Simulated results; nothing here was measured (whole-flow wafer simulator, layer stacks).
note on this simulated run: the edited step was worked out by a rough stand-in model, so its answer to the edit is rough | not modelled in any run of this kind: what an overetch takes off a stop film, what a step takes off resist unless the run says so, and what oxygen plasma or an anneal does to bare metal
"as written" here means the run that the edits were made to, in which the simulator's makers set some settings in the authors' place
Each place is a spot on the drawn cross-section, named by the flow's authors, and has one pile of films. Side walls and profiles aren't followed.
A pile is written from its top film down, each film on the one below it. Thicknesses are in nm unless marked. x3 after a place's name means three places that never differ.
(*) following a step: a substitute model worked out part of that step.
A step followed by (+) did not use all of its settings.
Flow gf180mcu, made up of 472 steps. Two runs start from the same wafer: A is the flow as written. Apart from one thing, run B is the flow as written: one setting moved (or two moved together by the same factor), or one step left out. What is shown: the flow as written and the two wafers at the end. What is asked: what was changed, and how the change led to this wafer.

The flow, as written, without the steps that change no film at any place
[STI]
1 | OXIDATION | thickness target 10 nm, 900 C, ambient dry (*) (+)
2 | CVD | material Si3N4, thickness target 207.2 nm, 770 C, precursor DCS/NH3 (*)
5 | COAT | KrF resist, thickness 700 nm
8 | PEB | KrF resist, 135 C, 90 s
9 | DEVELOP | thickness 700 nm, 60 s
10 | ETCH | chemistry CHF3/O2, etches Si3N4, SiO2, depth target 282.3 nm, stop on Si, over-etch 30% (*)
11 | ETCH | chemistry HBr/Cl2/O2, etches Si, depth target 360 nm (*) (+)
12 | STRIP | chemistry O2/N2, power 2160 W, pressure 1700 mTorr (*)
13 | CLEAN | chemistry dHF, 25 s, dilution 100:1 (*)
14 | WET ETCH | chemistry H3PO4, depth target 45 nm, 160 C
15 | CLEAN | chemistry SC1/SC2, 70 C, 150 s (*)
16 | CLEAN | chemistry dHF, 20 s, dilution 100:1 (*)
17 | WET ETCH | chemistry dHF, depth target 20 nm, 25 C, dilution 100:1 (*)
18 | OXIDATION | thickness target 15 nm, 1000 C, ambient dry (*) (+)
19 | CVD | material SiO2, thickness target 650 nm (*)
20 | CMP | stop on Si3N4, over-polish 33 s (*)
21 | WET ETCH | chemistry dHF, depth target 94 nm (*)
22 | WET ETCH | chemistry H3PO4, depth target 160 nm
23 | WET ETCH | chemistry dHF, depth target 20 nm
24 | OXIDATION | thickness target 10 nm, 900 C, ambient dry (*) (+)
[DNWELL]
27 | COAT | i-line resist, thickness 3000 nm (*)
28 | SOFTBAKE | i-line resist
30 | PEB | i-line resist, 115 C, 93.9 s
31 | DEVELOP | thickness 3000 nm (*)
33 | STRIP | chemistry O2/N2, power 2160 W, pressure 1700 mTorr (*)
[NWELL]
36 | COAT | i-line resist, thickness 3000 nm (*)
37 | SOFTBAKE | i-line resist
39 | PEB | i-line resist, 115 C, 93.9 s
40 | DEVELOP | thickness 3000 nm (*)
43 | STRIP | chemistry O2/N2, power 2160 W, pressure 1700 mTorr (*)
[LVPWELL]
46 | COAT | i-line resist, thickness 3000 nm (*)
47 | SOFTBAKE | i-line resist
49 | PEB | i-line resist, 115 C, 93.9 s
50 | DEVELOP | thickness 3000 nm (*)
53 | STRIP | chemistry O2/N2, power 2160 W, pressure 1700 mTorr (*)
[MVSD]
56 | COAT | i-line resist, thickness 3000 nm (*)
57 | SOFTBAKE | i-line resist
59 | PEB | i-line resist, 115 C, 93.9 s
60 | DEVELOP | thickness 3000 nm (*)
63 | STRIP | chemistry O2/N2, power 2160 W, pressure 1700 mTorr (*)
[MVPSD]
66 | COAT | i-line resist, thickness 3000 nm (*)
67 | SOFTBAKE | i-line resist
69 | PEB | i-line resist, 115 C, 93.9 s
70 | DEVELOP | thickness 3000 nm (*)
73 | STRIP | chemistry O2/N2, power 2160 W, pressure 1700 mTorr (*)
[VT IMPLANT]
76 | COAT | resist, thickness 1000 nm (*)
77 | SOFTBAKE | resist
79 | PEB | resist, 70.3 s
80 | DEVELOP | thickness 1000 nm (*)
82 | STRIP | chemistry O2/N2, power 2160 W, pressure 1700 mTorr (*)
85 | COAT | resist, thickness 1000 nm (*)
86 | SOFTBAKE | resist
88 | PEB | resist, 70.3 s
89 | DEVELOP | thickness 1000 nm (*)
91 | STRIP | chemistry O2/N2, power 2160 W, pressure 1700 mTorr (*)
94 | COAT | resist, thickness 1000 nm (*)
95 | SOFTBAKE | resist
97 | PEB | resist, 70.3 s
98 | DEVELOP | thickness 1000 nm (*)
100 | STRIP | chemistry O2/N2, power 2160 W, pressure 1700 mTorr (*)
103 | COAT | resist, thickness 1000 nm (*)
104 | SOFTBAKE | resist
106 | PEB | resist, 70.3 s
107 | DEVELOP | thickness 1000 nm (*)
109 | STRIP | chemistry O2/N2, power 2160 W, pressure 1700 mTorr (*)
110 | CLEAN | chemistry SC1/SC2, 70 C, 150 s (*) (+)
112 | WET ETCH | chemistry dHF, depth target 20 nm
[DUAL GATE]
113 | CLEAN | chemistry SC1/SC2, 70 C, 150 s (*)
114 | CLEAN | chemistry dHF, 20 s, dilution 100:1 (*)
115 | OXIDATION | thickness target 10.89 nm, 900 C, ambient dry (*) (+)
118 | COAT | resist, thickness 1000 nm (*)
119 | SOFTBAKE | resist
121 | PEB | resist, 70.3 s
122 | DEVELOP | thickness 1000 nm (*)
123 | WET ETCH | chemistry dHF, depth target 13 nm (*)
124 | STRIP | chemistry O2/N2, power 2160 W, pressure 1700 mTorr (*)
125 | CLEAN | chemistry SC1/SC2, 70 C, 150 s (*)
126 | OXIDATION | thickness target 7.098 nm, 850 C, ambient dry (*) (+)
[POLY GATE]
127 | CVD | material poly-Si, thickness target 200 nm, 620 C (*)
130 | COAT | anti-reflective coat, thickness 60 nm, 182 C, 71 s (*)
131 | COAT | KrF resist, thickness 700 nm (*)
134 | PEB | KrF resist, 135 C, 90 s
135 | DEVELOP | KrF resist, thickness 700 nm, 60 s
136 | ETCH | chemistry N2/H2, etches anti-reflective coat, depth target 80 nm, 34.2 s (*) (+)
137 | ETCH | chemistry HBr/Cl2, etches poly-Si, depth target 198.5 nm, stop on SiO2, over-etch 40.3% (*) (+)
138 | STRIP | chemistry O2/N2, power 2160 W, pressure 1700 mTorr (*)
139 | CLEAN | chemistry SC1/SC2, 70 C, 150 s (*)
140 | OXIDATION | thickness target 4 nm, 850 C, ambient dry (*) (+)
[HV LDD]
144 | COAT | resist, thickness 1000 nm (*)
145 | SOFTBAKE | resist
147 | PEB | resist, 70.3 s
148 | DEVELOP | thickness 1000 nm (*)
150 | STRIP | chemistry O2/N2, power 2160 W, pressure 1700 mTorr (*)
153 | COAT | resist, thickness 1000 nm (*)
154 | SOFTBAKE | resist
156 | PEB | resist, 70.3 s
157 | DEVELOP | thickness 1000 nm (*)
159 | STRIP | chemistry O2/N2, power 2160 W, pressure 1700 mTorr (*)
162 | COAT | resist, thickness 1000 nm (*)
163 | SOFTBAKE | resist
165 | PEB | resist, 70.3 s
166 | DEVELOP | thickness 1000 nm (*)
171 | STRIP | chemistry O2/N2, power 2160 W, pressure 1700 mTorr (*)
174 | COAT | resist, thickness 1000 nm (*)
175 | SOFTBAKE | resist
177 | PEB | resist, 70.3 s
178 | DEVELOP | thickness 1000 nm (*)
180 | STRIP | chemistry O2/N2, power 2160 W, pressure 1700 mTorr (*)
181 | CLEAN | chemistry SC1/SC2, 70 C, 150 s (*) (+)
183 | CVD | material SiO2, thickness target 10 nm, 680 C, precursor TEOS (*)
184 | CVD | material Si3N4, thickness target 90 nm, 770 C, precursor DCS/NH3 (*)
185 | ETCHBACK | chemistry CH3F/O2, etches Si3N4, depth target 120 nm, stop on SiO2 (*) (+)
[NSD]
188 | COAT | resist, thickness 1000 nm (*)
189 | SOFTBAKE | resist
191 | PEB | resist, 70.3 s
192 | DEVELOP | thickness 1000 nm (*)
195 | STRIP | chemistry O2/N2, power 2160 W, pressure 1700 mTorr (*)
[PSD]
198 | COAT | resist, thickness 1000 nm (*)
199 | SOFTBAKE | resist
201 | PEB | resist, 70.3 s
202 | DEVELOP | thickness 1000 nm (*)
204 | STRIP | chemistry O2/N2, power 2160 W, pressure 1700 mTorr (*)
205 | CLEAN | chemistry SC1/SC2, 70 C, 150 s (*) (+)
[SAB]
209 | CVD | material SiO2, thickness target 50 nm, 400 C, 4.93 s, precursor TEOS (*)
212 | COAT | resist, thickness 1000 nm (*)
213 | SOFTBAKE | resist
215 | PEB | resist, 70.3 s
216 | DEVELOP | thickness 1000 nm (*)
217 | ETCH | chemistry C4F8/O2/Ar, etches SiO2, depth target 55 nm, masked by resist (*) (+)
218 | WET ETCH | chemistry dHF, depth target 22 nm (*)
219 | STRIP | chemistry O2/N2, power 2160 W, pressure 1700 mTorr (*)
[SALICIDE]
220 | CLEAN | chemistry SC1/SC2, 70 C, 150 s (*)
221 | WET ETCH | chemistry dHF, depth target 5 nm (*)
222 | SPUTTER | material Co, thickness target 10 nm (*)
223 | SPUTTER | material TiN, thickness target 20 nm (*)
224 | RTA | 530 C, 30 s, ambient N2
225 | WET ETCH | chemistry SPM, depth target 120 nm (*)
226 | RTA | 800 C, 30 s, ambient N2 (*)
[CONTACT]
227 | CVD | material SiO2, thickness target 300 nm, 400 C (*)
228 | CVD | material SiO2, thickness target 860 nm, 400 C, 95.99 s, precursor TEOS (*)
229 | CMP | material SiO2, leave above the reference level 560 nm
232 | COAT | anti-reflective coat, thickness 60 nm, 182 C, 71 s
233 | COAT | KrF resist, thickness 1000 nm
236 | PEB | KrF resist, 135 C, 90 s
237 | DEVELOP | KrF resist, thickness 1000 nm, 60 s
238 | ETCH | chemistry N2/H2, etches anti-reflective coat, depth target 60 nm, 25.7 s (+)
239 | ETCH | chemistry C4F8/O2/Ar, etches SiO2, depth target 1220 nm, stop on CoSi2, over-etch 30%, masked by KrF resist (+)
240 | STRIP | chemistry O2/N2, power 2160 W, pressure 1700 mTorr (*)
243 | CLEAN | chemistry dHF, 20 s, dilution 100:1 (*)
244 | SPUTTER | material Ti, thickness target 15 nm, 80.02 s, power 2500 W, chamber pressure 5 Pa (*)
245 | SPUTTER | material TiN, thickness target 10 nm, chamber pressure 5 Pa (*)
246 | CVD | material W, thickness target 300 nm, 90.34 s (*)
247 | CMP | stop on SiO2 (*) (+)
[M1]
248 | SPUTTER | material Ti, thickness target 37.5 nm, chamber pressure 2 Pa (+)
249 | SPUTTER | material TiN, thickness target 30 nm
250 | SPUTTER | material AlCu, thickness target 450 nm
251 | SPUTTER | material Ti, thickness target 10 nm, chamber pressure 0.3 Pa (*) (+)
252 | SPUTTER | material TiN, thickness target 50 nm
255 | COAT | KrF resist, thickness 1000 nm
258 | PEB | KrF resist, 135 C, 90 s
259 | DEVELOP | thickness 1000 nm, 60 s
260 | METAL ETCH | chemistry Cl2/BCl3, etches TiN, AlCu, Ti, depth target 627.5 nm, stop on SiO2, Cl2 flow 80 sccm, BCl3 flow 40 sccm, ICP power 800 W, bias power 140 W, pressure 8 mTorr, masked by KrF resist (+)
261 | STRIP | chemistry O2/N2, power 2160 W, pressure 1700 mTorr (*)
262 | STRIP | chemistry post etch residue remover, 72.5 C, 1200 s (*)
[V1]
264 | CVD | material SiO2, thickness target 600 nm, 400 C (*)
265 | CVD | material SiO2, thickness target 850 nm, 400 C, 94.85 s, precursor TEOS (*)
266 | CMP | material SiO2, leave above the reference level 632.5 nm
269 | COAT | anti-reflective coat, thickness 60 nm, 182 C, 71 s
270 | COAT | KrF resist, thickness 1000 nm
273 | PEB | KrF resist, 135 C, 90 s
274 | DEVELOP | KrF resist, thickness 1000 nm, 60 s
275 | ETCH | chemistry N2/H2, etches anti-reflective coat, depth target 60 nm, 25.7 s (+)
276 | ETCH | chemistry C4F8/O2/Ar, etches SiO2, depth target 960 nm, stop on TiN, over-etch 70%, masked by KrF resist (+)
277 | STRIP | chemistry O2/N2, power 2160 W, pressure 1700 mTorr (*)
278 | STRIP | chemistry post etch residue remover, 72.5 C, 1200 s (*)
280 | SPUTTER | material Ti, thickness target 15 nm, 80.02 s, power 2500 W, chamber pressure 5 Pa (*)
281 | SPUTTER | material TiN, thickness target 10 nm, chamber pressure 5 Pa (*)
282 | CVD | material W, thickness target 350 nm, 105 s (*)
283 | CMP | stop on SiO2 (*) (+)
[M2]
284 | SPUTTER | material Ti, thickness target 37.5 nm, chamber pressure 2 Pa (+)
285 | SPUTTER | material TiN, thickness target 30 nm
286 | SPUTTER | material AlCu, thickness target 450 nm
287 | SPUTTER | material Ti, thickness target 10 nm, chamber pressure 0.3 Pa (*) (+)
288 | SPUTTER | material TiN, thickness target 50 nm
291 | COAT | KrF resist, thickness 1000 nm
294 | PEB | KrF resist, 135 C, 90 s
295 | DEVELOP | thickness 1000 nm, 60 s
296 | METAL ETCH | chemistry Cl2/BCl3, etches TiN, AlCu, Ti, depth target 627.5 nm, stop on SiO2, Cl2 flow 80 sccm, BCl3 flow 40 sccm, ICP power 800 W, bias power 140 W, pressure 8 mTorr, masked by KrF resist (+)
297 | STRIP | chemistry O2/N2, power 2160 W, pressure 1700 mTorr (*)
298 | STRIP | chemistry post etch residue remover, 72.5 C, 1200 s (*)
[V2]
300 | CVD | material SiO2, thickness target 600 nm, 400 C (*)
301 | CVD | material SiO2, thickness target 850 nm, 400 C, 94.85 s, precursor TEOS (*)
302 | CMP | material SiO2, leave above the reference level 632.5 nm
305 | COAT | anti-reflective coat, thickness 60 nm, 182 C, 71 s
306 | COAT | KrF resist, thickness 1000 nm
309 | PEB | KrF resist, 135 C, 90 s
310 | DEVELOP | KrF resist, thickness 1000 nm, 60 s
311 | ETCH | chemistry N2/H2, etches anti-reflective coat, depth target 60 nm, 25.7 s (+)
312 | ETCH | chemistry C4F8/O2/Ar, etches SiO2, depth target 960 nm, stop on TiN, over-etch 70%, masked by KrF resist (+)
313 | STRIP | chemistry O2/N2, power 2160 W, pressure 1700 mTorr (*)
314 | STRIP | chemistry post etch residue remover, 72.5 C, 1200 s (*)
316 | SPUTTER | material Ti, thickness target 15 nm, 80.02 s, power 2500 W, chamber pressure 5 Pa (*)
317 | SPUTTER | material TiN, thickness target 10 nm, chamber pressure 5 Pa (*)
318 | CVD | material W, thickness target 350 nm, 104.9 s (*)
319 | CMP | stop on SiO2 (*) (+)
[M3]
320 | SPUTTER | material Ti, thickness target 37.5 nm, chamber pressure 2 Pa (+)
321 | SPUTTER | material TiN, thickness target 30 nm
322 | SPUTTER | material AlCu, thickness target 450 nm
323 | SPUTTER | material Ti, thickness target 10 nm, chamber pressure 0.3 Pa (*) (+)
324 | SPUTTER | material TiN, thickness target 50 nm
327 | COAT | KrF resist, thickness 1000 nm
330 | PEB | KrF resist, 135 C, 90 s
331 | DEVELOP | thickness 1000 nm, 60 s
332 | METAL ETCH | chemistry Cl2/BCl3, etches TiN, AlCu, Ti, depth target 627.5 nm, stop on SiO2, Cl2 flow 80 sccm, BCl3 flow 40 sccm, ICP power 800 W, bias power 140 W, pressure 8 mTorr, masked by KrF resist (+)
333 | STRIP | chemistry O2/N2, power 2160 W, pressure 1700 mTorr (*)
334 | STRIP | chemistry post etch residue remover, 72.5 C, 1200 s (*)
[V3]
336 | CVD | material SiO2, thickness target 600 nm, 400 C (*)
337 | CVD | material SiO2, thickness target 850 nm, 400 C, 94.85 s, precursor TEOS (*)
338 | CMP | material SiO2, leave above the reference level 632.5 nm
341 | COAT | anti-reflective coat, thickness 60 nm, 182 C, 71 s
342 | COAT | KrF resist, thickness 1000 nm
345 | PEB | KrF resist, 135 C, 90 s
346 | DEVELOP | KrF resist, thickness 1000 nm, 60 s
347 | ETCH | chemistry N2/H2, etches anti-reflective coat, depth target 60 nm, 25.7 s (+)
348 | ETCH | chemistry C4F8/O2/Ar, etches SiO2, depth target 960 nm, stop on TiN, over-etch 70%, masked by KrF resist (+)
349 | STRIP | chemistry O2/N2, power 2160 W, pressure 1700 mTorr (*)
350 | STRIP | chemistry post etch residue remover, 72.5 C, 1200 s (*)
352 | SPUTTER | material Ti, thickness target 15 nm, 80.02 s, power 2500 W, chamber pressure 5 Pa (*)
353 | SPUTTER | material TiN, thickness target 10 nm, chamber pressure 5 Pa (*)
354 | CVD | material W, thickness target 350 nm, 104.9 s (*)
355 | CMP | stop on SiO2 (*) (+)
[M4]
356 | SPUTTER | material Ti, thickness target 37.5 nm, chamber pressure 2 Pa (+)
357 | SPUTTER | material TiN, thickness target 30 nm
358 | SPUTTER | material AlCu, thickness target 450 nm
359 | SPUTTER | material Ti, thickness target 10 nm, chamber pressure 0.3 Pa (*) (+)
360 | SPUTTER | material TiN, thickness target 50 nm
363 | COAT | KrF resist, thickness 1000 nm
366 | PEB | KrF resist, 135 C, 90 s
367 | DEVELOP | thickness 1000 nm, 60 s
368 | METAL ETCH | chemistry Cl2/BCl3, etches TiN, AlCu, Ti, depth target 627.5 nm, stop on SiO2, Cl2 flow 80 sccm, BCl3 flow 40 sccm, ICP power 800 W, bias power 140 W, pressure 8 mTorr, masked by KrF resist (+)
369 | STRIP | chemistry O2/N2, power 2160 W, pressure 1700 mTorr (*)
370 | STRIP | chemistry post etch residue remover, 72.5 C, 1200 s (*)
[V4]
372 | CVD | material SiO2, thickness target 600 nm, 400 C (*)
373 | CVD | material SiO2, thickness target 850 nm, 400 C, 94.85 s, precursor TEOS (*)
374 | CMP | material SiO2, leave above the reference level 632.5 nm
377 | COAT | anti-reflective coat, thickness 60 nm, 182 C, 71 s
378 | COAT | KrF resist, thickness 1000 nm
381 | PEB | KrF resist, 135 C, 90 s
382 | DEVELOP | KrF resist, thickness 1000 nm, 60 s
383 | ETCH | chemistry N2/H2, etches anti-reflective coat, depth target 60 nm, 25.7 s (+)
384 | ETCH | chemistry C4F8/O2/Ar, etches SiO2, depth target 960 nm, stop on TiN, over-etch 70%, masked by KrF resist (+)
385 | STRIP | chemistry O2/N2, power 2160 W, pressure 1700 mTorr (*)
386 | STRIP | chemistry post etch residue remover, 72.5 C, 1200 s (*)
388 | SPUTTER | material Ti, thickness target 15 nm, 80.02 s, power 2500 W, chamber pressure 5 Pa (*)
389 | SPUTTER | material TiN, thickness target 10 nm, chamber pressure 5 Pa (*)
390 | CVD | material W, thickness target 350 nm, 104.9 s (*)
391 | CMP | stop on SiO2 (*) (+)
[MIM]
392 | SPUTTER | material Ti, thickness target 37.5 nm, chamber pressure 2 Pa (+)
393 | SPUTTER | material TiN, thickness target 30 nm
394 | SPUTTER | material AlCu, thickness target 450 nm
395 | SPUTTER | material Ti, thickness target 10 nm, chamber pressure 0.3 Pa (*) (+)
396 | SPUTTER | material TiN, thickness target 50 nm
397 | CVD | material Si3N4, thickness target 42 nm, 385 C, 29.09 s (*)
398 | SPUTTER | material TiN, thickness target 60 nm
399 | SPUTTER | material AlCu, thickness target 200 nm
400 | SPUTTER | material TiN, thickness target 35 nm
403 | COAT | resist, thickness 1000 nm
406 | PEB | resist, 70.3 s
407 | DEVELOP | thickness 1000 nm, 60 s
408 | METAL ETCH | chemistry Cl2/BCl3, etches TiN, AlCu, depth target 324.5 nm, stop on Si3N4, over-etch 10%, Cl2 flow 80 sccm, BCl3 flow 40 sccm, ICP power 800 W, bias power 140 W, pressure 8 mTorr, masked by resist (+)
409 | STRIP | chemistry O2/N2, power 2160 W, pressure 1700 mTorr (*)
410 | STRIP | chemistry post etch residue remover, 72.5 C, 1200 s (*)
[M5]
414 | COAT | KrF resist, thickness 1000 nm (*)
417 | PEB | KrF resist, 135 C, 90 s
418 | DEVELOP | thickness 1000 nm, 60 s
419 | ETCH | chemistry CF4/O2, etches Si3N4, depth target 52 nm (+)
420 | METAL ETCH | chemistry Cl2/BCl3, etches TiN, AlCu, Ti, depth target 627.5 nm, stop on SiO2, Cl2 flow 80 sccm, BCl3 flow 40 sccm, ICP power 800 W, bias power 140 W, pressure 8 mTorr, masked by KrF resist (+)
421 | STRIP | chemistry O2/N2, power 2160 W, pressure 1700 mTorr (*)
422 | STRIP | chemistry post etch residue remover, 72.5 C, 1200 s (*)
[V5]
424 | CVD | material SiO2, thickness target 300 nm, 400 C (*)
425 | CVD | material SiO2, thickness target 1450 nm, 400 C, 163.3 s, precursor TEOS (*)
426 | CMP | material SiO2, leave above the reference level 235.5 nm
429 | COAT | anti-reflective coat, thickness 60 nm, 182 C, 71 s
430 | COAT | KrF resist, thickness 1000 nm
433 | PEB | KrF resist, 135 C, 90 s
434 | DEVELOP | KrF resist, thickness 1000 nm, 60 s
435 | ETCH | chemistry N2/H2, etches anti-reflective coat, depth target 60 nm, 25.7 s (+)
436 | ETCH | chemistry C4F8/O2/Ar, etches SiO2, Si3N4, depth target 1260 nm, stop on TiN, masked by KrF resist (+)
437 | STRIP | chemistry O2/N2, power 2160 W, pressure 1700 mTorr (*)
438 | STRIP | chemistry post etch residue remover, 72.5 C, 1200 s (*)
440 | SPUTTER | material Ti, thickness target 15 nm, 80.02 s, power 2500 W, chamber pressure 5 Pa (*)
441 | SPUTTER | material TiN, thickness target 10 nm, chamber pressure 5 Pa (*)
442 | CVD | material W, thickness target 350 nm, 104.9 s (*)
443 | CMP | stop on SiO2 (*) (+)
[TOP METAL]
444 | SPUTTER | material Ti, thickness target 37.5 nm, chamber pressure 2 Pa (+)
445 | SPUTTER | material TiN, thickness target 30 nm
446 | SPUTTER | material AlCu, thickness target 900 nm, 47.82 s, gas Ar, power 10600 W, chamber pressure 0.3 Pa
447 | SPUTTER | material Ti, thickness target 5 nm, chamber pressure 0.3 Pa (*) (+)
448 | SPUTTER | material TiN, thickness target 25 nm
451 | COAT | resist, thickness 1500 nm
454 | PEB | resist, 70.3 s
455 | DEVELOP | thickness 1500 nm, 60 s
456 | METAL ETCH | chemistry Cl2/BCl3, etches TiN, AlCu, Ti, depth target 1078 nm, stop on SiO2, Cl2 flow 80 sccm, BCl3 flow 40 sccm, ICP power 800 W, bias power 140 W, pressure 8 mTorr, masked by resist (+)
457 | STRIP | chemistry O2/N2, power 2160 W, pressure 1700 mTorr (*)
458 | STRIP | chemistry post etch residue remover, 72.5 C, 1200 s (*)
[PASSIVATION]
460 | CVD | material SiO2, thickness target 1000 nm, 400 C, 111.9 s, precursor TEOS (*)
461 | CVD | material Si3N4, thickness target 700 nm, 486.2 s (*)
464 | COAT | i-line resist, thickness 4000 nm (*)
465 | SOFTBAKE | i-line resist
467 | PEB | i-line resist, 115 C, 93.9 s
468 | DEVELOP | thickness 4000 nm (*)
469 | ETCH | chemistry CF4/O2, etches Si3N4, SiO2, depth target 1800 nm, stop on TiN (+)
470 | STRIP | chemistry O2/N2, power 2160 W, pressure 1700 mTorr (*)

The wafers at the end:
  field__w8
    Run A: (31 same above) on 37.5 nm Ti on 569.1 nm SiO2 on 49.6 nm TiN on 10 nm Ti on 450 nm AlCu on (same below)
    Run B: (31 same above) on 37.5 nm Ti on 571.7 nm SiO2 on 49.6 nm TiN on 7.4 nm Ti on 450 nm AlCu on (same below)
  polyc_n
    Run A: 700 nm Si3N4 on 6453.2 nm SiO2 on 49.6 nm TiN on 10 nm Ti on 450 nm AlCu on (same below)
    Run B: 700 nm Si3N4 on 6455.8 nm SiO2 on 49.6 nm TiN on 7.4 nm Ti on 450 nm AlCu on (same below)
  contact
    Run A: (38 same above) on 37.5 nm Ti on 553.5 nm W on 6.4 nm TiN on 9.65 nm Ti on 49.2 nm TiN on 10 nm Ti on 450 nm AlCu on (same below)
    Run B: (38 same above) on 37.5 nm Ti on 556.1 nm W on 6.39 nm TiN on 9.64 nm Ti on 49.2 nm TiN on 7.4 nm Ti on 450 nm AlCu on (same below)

The reason: step 251, SPUTTER: thickness target 7.4 nm was run, whereas the flow has thickness target 10 nm.
One can read it off the wafer: field__w8 has Ti 7.4, and step 251 as written asks for 10 nm.

How this came from the change, step by step:
  251 | SPUTTER | material Ti, thickness target 10 nm, chamber pressure 0.3 Pa (*) (+)
      field, field__w1, field__w2 and 108 more: A +10 Ti (new film) | B +7.4 Ti (new film)
  260 | METAL ETCH | chemistry Cl2/BCl3, etches TiN, AlCu, Ti, depth target 627.5 nm, stop on SiO2, Cl2 flow 80 sccm, BCl3 flow 40 sccm, ICP power 800 W, bias power 140 W, pressure 8 mTorr, masked by KrF resist (+)
      field, field__w1, field__w2 and 99 more: A -50 TiN (all of it), -10 Ti (all of it), -450 AlCu (all of it), -30 TiN (all of it), -37.5 Ti (all of it) | B -50 TiN (all of it), -7.4 Ti (all of it), -450 AlCu (all of it), -30 TiN (all of it), -37.5 Ti (all of it)
